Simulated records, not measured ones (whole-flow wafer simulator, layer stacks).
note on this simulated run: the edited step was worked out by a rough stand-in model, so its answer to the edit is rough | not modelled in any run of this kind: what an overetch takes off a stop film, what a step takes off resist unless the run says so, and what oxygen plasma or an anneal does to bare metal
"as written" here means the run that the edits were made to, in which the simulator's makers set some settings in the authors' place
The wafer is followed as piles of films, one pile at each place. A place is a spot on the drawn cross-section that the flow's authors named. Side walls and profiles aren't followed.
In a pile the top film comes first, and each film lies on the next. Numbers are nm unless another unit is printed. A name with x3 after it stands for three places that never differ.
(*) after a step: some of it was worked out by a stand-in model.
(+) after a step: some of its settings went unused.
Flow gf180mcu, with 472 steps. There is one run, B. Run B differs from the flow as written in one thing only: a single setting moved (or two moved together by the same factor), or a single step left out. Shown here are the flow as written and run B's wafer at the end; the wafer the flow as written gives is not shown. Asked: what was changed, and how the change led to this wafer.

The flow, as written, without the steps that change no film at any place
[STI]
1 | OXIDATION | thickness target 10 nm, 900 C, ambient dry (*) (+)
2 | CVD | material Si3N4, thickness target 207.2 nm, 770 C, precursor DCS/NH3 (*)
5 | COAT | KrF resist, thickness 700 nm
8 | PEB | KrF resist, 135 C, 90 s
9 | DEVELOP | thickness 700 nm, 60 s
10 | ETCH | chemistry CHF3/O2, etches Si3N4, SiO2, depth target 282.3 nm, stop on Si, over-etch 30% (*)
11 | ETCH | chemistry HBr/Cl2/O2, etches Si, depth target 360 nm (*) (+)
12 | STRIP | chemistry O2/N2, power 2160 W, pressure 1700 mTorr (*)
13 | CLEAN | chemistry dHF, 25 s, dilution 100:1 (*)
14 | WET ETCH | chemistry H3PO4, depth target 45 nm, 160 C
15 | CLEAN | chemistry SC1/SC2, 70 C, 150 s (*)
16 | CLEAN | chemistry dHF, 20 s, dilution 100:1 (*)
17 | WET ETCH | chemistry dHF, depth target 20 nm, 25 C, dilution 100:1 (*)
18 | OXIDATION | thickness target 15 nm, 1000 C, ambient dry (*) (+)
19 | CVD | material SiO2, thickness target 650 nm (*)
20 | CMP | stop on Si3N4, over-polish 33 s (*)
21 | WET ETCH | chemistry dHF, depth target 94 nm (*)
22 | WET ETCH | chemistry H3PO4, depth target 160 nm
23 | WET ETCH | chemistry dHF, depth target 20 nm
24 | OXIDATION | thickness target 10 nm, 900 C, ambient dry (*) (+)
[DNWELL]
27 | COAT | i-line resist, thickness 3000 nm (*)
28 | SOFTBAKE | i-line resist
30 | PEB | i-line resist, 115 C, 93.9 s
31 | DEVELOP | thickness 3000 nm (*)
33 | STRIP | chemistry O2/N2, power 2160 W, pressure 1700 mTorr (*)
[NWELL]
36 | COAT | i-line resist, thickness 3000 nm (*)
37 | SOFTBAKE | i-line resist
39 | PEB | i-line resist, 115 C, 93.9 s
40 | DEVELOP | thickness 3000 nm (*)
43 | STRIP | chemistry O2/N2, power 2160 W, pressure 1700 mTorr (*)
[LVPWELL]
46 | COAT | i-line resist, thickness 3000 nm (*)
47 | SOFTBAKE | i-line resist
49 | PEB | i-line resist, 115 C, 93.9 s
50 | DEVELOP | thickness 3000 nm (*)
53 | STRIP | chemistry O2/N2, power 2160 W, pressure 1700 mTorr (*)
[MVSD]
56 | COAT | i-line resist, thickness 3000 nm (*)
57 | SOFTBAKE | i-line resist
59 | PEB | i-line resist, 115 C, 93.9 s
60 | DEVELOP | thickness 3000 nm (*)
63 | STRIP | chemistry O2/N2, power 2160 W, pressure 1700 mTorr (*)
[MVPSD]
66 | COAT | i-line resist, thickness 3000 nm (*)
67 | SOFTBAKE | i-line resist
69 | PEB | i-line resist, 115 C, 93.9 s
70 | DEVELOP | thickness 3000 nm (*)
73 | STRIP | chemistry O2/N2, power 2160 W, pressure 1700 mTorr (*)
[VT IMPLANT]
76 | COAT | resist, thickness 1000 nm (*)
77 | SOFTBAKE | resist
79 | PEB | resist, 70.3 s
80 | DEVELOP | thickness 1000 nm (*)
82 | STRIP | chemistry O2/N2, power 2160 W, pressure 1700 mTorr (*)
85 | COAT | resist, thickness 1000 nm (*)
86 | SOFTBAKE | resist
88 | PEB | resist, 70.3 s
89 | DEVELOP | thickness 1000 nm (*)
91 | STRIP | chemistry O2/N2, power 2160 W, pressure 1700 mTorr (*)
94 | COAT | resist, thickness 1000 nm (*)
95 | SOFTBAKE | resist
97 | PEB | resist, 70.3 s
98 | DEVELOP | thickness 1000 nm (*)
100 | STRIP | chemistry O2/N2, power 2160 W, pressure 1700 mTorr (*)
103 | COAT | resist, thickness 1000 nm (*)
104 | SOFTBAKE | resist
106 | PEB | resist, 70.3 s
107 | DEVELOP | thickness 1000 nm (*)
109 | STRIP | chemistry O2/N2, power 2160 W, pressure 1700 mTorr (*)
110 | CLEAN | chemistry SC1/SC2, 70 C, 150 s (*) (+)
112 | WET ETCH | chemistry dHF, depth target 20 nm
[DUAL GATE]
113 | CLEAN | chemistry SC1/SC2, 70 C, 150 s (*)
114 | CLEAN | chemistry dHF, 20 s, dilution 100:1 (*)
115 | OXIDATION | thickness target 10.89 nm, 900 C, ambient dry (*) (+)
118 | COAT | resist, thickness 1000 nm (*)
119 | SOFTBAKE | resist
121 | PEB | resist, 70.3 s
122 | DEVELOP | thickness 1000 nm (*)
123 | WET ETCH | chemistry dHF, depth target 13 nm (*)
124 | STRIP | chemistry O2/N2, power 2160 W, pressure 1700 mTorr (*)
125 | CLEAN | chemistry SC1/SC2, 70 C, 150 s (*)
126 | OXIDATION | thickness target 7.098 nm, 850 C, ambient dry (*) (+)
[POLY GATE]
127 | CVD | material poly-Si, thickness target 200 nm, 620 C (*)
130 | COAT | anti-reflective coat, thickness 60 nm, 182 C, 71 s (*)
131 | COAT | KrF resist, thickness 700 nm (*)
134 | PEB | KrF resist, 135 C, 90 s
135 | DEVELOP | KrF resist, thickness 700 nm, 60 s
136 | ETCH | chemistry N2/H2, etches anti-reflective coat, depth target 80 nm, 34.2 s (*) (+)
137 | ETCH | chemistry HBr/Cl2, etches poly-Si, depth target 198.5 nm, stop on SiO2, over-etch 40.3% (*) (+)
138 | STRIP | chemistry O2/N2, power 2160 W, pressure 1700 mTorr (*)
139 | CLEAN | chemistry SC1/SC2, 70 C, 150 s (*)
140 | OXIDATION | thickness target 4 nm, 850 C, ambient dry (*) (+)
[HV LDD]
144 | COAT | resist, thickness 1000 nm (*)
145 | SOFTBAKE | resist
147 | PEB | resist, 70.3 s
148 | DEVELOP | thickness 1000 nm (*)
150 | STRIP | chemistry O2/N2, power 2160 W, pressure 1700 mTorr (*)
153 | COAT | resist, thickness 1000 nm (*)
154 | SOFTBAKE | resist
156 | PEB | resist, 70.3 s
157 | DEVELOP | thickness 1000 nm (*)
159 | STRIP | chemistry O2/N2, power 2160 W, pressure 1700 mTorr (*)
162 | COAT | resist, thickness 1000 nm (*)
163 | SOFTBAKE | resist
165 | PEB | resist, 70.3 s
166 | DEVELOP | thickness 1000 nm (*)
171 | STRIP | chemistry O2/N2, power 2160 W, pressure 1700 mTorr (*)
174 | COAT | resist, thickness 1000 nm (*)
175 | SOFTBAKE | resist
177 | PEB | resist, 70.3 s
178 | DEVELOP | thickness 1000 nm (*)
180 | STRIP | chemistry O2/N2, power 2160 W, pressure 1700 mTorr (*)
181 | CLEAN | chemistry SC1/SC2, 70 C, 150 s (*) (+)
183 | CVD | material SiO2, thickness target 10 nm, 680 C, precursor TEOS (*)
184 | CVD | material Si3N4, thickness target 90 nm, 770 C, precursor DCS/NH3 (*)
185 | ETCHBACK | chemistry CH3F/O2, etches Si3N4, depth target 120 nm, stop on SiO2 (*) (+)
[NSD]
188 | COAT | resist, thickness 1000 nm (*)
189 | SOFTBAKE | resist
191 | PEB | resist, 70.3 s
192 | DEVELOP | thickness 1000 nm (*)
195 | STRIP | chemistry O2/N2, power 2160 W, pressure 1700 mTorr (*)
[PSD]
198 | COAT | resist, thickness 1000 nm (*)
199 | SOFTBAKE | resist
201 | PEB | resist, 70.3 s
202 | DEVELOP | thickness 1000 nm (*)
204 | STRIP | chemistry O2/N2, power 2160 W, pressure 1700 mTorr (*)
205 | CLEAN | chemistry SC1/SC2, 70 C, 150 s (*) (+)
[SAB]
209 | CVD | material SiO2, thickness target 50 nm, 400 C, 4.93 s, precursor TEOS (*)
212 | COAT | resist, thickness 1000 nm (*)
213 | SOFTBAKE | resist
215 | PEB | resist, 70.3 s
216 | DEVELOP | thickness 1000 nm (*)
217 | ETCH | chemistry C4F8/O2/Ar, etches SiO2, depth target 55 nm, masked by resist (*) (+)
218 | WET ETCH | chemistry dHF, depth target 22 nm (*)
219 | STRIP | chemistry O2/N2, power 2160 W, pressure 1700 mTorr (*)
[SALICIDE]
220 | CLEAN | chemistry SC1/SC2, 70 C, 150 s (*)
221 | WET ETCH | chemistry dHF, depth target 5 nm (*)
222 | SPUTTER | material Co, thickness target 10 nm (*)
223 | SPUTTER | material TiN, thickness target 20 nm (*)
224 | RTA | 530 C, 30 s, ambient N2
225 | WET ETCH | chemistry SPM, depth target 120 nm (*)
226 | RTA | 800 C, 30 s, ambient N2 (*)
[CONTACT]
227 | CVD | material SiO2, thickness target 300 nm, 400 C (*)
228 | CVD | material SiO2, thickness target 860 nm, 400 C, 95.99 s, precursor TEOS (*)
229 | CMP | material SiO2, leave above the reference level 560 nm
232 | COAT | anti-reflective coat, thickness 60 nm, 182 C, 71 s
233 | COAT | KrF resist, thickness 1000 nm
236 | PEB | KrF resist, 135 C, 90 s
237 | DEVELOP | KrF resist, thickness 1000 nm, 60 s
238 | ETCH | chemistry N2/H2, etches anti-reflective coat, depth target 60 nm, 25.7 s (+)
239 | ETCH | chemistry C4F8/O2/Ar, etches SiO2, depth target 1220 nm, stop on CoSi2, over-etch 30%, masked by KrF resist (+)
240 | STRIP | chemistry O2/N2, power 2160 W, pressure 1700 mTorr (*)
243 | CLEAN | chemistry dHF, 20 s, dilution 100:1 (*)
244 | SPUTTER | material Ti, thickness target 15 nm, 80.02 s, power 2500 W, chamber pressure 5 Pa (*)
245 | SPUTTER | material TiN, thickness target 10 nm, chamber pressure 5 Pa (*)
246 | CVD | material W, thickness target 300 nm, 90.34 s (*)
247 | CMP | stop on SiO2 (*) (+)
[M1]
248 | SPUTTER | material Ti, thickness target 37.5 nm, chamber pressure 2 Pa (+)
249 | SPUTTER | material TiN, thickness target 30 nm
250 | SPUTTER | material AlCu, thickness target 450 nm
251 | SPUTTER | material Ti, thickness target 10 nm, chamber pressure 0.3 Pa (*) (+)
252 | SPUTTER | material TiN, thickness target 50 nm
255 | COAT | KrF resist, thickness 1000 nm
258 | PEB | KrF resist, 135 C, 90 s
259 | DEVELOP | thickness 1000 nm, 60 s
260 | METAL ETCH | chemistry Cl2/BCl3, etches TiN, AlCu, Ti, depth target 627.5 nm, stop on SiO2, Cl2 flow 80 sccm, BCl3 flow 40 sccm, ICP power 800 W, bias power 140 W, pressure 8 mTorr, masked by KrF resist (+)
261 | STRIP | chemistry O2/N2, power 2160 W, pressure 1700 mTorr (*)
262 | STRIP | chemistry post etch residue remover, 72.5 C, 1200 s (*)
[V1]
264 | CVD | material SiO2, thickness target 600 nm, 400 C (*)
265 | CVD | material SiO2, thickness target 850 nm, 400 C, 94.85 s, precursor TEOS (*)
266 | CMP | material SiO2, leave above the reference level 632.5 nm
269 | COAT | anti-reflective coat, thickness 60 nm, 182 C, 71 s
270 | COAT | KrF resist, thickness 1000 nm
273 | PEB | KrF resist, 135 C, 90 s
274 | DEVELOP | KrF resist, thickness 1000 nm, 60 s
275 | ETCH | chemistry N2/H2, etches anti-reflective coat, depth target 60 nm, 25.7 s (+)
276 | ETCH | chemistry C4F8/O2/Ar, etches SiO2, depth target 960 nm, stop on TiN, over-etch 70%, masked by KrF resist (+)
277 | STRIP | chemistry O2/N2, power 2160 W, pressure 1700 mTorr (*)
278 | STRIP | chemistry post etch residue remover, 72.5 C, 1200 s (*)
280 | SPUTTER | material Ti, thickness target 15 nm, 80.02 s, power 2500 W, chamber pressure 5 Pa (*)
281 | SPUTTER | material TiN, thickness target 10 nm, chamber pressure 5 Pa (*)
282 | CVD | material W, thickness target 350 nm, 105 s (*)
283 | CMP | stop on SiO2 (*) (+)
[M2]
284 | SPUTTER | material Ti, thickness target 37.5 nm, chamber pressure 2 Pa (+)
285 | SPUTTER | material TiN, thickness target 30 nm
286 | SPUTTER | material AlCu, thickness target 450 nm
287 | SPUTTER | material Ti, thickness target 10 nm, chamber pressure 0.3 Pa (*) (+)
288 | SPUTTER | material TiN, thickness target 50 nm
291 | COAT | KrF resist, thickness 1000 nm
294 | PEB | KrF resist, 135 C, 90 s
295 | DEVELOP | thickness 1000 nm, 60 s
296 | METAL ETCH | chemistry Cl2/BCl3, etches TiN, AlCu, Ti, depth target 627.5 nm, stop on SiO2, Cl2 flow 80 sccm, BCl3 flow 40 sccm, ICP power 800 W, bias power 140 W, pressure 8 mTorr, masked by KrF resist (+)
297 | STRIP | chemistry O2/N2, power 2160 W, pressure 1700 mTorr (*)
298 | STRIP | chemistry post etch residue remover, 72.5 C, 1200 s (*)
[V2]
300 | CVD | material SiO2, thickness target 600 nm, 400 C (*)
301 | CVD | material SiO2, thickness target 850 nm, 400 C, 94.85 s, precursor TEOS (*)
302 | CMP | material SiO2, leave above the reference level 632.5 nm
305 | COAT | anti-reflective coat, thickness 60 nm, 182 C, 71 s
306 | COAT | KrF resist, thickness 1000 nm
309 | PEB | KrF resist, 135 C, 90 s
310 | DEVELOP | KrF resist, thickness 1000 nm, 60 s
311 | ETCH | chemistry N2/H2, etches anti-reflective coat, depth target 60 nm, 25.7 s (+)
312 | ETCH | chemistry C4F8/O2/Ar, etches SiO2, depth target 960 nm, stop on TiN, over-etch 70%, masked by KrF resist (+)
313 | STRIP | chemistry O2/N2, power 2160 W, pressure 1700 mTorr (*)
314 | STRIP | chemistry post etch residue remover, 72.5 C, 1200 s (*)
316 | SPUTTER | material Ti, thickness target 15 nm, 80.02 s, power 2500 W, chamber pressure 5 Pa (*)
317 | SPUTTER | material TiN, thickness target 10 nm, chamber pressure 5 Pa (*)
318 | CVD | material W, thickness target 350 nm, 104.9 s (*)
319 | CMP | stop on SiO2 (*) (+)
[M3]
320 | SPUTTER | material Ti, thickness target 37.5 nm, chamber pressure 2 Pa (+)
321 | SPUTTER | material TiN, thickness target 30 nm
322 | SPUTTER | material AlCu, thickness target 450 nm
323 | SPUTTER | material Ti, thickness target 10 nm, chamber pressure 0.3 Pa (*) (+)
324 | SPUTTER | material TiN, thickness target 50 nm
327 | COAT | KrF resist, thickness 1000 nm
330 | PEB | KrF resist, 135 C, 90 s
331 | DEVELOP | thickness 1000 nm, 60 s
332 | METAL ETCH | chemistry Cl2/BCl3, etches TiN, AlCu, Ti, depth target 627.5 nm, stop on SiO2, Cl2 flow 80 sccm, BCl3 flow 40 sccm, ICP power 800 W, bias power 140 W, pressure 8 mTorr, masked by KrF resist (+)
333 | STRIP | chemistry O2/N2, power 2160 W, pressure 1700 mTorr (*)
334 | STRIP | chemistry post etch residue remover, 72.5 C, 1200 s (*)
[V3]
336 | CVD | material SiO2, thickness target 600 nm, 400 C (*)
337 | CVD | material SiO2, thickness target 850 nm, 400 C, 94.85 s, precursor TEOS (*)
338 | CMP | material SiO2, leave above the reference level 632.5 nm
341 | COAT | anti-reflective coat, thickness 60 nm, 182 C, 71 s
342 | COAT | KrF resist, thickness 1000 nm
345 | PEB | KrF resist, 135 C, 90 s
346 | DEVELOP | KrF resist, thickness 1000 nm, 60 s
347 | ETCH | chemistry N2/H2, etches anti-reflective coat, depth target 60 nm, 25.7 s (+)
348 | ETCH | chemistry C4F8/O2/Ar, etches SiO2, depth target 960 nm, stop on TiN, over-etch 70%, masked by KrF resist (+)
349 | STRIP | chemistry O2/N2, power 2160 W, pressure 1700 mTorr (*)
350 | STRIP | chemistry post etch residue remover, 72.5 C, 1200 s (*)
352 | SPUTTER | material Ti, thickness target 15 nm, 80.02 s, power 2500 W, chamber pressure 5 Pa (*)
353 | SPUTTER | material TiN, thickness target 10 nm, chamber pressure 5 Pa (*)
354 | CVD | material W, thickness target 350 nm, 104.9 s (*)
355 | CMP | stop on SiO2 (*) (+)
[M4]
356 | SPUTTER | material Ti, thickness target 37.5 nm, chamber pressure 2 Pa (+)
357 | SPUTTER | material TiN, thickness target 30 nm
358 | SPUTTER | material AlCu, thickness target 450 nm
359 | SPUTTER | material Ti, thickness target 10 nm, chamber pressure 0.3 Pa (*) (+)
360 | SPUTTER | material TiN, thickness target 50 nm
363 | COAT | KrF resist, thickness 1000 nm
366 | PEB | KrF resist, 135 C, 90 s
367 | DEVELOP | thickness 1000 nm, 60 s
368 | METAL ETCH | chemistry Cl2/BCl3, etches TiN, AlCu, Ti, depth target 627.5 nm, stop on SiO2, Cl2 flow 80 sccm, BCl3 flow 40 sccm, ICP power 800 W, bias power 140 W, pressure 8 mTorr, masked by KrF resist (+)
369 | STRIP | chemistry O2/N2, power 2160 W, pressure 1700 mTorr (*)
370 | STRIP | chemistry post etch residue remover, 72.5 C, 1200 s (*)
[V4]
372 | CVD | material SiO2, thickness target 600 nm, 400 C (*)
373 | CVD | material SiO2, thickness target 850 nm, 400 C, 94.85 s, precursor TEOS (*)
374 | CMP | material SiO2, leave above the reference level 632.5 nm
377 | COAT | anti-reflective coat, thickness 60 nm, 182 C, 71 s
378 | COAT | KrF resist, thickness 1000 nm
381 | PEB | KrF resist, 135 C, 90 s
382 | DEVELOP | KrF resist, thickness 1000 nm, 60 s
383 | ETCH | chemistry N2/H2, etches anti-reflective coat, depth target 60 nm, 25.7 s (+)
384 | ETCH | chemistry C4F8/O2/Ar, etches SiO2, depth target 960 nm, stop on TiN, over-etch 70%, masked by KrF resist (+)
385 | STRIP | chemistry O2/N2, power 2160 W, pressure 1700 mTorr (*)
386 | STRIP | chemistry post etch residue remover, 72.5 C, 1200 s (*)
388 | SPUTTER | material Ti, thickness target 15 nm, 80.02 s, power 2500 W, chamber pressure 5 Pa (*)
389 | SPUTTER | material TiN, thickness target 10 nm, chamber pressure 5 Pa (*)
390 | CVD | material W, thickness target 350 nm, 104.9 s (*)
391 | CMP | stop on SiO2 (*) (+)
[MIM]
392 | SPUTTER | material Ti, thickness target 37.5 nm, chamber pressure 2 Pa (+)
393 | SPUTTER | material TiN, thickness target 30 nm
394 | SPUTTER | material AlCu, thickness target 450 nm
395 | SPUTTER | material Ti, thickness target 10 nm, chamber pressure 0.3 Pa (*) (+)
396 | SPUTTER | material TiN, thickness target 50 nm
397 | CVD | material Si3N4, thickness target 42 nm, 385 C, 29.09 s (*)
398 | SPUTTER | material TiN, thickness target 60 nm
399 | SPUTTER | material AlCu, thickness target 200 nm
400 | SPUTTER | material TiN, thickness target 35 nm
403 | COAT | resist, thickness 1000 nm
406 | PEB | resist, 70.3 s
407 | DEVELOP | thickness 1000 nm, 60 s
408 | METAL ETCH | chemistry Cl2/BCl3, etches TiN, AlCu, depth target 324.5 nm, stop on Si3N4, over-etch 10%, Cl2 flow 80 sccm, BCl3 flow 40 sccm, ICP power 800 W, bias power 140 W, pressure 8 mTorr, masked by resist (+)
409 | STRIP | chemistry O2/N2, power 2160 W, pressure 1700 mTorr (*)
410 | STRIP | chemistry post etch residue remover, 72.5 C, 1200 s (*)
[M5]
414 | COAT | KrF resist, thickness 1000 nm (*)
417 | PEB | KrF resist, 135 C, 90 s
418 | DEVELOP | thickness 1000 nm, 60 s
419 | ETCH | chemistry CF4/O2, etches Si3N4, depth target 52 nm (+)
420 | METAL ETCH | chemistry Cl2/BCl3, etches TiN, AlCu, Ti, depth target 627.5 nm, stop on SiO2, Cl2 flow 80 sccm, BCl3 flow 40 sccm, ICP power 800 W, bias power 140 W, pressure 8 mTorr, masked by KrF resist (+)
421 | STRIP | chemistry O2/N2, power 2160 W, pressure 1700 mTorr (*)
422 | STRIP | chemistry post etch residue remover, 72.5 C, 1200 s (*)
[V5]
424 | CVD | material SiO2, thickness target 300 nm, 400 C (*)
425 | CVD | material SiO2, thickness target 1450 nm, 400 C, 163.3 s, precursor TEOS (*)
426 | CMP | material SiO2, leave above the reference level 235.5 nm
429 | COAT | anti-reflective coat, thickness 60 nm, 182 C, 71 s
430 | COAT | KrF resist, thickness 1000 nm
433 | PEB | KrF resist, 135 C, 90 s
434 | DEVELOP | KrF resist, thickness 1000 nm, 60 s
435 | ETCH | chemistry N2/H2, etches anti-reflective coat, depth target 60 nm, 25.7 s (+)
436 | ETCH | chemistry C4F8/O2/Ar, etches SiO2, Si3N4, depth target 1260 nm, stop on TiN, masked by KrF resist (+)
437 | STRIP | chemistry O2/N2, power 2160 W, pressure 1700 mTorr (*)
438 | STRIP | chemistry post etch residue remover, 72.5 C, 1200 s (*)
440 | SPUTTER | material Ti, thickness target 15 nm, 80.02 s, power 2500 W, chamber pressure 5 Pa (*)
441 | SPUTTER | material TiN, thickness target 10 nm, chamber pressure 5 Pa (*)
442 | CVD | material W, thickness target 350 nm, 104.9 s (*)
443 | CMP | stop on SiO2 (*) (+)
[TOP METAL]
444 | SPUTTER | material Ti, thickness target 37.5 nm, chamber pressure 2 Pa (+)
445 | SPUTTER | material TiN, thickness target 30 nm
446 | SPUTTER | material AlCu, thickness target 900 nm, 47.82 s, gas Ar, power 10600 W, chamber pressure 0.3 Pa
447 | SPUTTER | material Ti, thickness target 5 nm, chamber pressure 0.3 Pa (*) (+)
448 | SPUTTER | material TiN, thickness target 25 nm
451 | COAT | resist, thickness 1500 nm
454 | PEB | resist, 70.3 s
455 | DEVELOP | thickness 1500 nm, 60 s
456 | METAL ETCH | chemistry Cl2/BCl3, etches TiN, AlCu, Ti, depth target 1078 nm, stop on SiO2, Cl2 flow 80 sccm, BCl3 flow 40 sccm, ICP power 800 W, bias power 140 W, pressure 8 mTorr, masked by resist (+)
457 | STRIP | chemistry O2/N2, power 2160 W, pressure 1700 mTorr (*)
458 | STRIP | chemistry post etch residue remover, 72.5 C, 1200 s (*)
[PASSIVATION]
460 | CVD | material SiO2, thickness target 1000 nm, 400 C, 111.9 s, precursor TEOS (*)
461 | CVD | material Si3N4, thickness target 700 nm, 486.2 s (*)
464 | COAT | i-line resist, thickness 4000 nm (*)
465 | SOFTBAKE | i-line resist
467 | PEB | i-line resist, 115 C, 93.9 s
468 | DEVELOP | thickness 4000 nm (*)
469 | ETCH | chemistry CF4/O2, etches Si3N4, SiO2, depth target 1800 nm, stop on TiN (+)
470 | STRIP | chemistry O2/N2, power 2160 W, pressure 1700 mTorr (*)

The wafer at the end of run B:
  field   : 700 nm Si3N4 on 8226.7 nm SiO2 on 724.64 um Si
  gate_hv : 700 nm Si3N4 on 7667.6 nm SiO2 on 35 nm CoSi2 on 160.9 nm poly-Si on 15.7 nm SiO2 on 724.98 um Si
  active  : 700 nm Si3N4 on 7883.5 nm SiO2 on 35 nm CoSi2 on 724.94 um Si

Cause: step 115, OXIDATION: thickness target 12.52 nm was run, whereas the flow has thickness target 10.89 nm.

How this came from the change, step by step:
  115 | OXIDATION | thickness target 10.89 nm, 900 C, ambient dry (*) (+)
      active, n_well, p_well and 40 more: SiO2 gains 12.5 (new film), Si loses 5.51 (it would be, as written: SiO2 gains 10.9 (new film), Si loses 4.79)
  123 | WET ETCH | chemistry dHF, depth target 13 nm (*)
      active, n_well, p_well and 12 more: SiO2 loses 12.5 (all of it) (it would be, as written: SiO2 loses 10.9 (all of it))
  189 | SOFTBAKE | resist
      field__w9: resist loses 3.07 (it would be, as written: resist gains 6.92)
  199 | SOFTBAKE | resist
      field__w9: resist loses 3.07 (it would be, as written: resist gains 6.92)
  218 | WET ETCH | chemistry dHF, depth target 22 nm (*)
      ldn_tap, ldn_src, ldn_drn, ldp_tap, ldp_src, ldp_drn, ldp_gr: SiO2 loses 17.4 (all of it) (it would be, as written: SiO2 loses 16 (all of it))
      ld_drn_n, ld_sd_p: SiO2 loses 16.2 (all of it) (it would be, as written: SiO2 loses 14.8 (all of it))
      (as well as at 5 more places)
